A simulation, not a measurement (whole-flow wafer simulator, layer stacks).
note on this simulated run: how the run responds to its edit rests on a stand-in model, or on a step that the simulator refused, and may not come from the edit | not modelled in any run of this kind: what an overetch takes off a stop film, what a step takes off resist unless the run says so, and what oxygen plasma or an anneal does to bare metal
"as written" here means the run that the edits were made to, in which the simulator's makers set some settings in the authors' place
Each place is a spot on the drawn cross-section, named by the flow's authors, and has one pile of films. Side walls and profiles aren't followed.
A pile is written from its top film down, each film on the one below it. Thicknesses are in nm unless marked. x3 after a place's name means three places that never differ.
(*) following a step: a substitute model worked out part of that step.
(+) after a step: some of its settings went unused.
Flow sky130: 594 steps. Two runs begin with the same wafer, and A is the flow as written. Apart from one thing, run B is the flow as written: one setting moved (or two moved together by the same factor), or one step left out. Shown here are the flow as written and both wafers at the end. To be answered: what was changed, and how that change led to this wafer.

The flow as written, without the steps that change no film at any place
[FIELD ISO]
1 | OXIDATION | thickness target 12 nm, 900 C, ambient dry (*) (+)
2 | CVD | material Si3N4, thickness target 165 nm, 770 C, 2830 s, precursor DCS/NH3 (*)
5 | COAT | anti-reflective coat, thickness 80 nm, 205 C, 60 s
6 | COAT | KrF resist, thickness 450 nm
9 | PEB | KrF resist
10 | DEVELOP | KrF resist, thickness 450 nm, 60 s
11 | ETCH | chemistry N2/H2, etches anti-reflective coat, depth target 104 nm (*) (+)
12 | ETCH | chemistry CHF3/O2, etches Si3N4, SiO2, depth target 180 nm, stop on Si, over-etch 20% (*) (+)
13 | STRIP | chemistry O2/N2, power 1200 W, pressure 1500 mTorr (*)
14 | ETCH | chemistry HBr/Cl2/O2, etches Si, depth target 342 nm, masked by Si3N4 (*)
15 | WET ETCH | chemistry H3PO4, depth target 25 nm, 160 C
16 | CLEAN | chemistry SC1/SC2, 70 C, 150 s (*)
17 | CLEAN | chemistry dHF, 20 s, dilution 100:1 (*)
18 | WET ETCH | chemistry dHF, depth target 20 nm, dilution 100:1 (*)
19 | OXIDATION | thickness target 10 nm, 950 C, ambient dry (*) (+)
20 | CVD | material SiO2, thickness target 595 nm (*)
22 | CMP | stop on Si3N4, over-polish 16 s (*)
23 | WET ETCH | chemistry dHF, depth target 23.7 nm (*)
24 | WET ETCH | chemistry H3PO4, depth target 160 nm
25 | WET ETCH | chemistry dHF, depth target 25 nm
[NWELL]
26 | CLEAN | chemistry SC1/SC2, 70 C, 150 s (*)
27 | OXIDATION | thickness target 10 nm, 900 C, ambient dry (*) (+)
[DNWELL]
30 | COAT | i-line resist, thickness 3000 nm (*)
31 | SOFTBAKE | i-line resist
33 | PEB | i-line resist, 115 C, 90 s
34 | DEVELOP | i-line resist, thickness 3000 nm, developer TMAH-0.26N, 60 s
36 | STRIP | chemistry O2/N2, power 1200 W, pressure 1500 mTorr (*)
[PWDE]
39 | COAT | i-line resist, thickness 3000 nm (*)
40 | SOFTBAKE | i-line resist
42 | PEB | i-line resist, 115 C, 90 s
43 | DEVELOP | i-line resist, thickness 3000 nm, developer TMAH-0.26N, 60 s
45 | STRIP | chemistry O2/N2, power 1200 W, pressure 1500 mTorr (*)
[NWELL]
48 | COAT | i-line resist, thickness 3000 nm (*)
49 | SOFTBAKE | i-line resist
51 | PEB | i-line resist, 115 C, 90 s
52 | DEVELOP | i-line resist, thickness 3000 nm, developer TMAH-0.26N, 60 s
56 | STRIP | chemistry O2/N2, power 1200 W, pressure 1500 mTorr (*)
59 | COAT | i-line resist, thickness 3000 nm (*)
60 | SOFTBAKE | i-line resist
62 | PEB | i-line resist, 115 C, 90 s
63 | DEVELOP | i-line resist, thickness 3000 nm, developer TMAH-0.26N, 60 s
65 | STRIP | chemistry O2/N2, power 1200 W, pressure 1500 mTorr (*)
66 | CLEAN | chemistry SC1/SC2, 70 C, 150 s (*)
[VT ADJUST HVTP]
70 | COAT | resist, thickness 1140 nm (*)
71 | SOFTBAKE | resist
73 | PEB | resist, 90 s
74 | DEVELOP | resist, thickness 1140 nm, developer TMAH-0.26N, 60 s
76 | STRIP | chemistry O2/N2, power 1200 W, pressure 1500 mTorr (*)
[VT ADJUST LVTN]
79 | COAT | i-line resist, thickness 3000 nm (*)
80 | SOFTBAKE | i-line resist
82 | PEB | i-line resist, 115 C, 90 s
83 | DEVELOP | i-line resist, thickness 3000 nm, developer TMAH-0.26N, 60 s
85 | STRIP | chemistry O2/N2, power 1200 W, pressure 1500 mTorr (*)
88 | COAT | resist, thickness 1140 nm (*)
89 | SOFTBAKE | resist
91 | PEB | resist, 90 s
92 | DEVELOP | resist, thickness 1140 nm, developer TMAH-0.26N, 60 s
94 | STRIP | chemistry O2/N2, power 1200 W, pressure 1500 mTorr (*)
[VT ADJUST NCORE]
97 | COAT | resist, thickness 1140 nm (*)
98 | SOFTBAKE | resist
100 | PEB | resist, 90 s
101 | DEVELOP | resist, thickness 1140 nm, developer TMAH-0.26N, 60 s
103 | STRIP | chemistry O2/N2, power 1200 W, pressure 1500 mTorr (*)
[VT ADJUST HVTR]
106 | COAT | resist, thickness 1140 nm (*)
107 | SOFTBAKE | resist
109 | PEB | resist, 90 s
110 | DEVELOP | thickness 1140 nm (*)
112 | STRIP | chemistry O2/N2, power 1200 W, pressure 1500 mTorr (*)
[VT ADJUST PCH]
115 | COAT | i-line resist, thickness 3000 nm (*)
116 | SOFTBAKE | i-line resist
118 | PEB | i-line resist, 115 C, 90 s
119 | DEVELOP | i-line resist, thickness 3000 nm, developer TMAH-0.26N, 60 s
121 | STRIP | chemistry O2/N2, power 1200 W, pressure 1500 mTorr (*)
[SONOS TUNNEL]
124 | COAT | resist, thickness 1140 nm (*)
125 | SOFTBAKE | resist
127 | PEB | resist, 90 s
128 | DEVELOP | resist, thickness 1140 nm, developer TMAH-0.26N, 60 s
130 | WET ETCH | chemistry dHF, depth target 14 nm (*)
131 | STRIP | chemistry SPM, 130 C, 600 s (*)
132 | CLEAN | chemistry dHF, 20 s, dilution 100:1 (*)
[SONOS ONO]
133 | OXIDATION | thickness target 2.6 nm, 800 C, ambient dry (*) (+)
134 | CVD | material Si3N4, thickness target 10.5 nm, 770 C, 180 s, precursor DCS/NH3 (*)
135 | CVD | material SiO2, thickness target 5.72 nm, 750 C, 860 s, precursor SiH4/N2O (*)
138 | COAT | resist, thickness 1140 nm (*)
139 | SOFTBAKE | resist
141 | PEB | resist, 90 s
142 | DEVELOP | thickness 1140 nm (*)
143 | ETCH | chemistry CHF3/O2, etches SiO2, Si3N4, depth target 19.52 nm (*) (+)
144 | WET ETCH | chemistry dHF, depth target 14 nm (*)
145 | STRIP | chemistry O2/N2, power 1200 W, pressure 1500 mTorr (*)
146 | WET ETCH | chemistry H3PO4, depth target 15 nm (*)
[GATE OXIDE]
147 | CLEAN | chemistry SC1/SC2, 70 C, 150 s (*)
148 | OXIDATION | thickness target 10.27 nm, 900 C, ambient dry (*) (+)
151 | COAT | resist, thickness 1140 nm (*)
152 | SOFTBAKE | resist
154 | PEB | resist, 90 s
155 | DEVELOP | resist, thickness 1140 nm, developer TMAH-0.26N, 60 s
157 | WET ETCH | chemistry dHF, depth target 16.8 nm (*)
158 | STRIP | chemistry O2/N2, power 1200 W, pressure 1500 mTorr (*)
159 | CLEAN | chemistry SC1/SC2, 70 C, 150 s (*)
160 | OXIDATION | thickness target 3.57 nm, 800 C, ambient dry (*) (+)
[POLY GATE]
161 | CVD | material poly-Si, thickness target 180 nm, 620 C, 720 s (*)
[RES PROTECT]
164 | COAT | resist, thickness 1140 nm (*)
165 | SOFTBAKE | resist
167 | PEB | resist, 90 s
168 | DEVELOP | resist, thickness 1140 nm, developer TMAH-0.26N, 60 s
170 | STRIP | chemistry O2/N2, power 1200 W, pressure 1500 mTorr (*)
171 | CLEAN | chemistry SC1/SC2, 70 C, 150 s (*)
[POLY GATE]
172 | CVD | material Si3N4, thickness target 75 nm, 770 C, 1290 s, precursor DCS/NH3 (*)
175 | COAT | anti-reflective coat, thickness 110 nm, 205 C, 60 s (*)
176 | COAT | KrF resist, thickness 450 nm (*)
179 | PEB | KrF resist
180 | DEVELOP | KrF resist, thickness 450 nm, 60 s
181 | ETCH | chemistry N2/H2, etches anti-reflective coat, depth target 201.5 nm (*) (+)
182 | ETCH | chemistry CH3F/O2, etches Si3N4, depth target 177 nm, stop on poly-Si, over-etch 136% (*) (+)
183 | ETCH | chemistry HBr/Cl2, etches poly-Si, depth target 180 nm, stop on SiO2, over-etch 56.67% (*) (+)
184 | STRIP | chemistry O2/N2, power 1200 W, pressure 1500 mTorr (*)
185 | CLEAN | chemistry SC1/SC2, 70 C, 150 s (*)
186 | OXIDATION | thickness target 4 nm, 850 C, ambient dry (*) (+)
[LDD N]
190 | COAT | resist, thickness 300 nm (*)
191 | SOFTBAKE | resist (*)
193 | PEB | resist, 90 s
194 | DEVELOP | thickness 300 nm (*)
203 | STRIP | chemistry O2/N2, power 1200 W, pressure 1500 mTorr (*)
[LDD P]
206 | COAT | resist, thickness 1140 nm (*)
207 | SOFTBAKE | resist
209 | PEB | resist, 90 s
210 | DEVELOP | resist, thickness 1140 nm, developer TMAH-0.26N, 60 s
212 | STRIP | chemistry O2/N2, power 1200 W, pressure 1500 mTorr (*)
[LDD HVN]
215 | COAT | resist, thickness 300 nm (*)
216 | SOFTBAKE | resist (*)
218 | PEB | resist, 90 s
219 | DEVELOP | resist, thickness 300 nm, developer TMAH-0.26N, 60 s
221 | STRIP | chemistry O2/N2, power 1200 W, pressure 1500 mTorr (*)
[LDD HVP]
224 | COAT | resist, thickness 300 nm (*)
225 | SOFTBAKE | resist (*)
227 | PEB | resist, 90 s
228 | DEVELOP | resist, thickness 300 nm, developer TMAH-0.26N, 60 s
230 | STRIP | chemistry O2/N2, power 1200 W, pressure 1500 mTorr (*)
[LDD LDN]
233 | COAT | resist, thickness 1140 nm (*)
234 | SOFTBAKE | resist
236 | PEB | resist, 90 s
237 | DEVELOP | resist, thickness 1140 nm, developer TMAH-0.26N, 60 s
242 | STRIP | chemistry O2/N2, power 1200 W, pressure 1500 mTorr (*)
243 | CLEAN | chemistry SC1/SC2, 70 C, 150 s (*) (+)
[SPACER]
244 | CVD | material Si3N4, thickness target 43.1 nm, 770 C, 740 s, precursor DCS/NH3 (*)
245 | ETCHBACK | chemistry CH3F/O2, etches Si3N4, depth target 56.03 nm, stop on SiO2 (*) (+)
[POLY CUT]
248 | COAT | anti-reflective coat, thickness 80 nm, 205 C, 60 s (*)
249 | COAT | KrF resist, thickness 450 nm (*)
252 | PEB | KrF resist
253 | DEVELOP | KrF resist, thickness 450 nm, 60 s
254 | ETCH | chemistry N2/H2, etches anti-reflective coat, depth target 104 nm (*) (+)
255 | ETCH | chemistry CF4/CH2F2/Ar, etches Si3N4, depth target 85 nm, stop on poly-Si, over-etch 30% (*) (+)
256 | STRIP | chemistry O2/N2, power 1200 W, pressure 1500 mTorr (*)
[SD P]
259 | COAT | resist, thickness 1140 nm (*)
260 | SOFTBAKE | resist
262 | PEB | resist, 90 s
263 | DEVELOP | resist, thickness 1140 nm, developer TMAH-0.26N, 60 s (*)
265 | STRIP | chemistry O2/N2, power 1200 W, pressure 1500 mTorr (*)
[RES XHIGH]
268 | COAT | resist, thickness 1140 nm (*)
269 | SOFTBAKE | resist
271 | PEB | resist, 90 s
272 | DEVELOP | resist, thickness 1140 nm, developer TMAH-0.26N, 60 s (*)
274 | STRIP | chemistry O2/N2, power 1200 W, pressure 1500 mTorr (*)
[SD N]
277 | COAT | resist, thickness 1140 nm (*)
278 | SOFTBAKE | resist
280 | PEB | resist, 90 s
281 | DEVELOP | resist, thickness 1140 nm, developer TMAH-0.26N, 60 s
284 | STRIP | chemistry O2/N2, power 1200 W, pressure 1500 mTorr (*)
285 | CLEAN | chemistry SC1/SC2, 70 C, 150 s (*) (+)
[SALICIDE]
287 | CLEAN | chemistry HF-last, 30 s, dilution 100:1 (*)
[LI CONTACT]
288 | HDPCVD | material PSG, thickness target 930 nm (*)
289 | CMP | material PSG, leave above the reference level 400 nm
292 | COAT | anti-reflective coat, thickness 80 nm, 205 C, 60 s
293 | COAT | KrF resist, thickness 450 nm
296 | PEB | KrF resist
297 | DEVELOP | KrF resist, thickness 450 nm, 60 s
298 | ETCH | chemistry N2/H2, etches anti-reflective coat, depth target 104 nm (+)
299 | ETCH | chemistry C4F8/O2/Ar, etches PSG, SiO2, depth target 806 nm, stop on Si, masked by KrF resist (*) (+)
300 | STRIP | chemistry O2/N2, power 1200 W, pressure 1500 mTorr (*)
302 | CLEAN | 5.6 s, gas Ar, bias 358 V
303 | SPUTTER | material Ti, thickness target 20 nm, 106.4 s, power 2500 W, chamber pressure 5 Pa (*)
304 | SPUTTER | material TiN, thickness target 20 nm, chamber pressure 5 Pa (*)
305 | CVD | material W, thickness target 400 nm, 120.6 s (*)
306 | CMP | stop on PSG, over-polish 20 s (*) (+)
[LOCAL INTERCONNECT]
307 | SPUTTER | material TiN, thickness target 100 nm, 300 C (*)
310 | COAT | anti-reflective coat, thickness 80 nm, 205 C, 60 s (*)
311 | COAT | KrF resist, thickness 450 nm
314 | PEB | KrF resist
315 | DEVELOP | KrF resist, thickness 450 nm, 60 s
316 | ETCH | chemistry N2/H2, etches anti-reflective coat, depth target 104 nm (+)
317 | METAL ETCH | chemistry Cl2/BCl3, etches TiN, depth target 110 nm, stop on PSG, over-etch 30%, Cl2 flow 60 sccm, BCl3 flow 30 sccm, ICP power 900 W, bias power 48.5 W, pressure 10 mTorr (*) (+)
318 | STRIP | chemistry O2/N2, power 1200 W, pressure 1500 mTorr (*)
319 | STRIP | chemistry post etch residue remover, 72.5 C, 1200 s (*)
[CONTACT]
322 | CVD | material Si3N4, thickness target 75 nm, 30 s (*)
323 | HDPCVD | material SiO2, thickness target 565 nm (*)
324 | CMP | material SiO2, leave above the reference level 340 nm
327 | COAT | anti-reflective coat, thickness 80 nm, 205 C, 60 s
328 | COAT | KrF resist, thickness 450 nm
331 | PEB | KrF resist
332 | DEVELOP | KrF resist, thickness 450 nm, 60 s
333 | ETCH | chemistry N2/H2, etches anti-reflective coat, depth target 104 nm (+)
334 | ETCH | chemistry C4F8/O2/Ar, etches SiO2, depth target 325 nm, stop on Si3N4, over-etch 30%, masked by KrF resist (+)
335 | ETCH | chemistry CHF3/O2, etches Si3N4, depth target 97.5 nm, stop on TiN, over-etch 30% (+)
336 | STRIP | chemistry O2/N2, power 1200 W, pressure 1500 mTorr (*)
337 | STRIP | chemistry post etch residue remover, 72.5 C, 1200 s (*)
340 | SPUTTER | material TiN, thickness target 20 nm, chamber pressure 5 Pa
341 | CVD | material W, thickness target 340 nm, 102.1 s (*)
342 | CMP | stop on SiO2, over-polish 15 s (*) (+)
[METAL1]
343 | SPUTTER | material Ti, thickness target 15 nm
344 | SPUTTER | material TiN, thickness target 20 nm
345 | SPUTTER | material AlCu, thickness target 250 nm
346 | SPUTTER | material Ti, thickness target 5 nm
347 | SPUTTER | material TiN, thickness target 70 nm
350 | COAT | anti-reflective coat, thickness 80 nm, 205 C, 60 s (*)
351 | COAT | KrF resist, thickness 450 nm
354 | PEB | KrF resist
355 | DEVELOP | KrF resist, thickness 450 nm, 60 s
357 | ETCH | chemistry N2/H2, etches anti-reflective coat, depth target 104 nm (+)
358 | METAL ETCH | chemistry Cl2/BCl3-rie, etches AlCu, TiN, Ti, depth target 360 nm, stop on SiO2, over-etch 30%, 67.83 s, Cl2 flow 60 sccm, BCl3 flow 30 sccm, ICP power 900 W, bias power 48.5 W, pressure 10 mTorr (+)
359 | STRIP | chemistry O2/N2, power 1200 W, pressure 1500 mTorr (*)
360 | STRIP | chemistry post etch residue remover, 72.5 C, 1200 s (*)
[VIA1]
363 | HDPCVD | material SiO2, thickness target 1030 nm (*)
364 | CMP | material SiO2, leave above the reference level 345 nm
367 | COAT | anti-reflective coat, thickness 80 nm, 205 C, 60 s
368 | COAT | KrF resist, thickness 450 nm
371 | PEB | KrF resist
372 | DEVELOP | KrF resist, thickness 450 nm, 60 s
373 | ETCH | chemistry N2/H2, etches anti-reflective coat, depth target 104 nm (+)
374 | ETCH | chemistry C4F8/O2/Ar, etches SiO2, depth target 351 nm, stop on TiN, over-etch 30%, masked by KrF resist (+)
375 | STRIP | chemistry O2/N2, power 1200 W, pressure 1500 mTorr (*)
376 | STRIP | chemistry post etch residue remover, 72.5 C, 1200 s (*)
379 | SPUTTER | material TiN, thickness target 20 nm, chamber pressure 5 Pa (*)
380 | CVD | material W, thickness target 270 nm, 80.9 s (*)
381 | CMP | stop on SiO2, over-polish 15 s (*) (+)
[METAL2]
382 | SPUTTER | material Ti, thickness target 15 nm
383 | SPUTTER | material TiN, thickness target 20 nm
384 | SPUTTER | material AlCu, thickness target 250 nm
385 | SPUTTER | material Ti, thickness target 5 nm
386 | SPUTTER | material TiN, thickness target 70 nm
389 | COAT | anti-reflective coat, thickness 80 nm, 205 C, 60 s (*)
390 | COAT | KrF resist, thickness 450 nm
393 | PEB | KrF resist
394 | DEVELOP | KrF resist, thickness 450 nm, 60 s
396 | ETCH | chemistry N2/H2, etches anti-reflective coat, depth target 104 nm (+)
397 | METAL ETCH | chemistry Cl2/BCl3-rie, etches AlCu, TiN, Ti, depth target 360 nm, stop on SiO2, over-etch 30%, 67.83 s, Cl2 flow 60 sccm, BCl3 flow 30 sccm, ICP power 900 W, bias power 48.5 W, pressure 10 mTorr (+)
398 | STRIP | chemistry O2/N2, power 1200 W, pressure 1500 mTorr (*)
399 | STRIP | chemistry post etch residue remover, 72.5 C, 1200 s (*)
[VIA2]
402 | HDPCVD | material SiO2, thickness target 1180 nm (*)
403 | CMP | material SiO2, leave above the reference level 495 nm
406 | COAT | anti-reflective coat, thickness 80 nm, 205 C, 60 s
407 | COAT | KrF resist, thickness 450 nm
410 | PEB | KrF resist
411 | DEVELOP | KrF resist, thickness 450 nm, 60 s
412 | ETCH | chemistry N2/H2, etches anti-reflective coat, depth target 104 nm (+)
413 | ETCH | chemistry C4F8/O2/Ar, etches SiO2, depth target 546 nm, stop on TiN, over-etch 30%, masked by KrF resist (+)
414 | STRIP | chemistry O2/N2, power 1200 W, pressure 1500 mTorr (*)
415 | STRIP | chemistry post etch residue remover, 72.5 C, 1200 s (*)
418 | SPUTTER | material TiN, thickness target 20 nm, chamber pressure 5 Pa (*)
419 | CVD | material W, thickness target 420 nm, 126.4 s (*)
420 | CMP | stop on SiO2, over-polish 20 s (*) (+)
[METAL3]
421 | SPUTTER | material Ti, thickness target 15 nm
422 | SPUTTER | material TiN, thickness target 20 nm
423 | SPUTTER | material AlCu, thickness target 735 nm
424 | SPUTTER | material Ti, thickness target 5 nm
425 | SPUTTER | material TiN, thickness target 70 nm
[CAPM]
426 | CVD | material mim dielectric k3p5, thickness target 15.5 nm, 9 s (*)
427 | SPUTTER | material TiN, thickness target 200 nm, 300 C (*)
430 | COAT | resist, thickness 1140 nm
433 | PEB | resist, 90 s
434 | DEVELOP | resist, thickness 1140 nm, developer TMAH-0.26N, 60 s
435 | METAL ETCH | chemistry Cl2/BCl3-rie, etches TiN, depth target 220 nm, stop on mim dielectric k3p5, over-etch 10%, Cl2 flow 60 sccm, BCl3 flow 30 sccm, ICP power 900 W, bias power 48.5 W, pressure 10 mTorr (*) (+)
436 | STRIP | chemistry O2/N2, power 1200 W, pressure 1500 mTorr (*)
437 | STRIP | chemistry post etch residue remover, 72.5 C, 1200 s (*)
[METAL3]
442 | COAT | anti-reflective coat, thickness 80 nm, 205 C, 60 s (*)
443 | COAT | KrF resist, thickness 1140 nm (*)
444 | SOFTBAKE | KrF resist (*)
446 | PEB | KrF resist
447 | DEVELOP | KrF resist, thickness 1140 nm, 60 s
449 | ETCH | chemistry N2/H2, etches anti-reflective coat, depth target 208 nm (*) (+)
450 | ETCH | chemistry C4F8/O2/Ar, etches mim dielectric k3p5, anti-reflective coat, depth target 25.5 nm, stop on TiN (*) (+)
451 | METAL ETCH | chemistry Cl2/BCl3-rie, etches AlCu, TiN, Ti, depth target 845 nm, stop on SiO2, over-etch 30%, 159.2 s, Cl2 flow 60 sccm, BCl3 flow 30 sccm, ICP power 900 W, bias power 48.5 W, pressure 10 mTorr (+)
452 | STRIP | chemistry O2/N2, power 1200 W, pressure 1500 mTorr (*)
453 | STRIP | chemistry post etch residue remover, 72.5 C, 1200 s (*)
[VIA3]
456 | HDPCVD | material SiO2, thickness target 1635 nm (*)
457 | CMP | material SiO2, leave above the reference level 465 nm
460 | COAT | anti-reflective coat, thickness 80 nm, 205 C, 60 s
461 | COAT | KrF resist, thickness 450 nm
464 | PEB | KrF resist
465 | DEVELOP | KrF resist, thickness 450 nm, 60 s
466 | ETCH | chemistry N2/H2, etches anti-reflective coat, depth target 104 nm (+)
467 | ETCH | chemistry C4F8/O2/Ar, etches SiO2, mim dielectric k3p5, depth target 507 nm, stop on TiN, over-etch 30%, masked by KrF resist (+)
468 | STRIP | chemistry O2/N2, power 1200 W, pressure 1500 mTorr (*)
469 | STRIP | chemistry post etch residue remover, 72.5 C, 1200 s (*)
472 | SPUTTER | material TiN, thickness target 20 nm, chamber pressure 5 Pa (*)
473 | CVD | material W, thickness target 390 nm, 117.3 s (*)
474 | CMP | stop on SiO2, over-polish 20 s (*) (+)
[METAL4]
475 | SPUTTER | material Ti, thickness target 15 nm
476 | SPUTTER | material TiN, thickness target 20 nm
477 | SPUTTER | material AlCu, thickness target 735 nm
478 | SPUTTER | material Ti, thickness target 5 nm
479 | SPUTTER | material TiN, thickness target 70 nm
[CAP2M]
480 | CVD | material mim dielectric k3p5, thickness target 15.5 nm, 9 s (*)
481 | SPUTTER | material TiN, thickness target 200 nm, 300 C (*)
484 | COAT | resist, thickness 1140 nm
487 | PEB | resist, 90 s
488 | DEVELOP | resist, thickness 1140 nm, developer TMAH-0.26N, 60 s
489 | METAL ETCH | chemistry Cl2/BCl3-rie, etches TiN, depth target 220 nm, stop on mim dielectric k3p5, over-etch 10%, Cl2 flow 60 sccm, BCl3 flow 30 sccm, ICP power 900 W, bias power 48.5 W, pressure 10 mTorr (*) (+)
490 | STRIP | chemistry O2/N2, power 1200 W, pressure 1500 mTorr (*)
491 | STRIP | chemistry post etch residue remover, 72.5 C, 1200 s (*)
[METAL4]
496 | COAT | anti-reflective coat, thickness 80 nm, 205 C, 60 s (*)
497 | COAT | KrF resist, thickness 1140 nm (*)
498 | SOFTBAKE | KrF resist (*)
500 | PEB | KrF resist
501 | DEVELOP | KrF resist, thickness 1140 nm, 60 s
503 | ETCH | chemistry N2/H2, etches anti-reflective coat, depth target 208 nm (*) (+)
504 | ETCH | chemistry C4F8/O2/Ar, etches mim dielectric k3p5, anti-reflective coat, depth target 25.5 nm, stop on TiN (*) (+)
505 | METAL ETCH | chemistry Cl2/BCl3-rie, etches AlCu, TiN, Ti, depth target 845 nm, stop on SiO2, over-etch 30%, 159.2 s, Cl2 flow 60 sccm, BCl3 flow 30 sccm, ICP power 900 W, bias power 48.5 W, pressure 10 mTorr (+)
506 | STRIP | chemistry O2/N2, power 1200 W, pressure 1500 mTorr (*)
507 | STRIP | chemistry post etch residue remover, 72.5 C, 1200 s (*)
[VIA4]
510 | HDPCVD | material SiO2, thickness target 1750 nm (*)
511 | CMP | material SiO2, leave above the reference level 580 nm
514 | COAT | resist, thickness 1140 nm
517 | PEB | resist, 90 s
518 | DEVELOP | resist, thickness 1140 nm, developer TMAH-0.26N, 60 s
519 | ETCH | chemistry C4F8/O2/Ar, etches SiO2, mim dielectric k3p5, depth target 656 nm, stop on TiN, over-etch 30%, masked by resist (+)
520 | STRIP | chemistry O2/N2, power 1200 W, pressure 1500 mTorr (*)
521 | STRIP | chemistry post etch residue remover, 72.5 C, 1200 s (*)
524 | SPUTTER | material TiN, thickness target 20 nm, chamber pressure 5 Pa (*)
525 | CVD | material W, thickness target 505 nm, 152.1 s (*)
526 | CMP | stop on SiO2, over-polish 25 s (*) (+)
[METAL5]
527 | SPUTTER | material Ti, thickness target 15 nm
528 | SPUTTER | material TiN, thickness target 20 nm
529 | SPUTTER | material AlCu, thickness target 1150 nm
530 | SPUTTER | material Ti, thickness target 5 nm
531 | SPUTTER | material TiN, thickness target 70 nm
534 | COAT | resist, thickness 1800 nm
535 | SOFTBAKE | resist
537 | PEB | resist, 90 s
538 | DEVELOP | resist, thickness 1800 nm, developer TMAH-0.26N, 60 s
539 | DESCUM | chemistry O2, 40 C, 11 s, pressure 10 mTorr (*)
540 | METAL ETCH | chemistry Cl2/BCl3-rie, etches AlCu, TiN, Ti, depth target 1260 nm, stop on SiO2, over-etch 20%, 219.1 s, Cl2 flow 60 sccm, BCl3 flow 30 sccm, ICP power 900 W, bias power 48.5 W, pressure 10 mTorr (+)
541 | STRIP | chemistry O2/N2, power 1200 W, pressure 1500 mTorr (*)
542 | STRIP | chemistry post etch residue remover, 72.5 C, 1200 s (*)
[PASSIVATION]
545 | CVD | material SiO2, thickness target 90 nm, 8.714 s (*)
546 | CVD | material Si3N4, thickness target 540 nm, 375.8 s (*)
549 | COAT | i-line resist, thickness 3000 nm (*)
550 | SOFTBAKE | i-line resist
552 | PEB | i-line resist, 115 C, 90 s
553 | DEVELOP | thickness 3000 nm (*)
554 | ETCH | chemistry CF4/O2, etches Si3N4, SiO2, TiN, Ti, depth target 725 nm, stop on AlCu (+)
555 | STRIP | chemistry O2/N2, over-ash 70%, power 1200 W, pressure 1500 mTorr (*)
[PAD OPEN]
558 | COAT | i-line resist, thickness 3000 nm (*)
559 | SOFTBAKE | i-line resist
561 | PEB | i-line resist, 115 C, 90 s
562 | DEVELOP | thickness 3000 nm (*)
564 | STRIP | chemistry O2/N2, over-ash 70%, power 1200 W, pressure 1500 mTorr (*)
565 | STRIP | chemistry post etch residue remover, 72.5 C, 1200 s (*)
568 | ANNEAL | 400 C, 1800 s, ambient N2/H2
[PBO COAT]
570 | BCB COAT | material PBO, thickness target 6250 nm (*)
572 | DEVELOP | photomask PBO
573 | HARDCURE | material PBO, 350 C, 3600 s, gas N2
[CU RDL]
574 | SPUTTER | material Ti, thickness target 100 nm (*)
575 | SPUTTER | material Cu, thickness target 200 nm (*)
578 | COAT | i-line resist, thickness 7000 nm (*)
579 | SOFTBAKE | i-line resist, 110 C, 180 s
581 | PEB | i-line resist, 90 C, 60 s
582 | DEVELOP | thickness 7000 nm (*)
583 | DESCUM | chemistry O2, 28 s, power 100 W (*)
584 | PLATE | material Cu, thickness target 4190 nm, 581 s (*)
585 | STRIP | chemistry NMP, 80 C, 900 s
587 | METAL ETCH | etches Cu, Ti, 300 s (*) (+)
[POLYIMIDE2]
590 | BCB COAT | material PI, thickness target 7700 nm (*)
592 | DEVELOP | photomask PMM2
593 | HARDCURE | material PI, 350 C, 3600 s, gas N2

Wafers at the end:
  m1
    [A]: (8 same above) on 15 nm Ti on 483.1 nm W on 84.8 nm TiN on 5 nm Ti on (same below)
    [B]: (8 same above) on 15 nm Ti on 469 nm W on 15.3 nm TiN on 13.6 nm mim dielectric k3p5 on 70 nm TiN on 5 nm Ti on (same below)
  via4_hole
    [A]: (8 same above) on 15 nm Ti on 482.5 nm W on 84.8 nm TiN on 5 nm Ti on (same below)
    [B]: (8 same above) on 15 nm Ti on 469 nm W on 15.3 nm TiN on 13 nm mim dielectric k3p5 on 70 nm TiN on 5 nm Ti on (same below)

The reason: step 519, ETCH: depth target 492 nm was run, while the flow as written has depth target 656 nm.

Step by step, how the change led to this:
  519 | ETCH | chemistry C4F8/O2/Ar, etches SiO2, mim dielectric k3p5, depth target 656 nm, stop on TiN, over-etch 30%, masked by resist (+)
      m1: A SiO2 loses 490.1 (all of it), mim dielectric k3p5 loses 15.5 (all of it) | B SiO2 loses 490.1 (all of it), mim dielectric k3p5 loses 1.88
      via4_hole: A SiO2 loses 489.5 (all of it), mim dielectric k3p5 loses 15.5 (all of it) | B SiO2 loses 489.5 (all of it), mim dielectric k3p5 loses 2.5
      (and at 191 other places as well)
  520 | STRIP | chemistry O2/N2, power 1200 W, pressure 1500 mTorr (*)
      field, active, n_well and 188 more: A resist loses 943 (all of it) | B resist loses 975.8 (all of it)
  524 | SPUTTER | material TiN, thickness target 20 nm, chamber pressure 5 Pa (*)
      m1, via4_hole: A TiN gains 15.3 | B TiN gains 15.3 (new film)
With metal films that touch counted as one body, m1 has 3 bodies (between them, from the top down: mim dielectric k3p5 13.6; SiO2 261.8 / Si3N4 75); the flow as written gives 2 bodies (between them, from the top down: SiO2 261.8 / Si3N4 75).
With metal films that touch counted as one body, via4_hole has 2 bodies (between them, from the top down: mim dielectric k3p5 13); the flow as written gives 1 body.
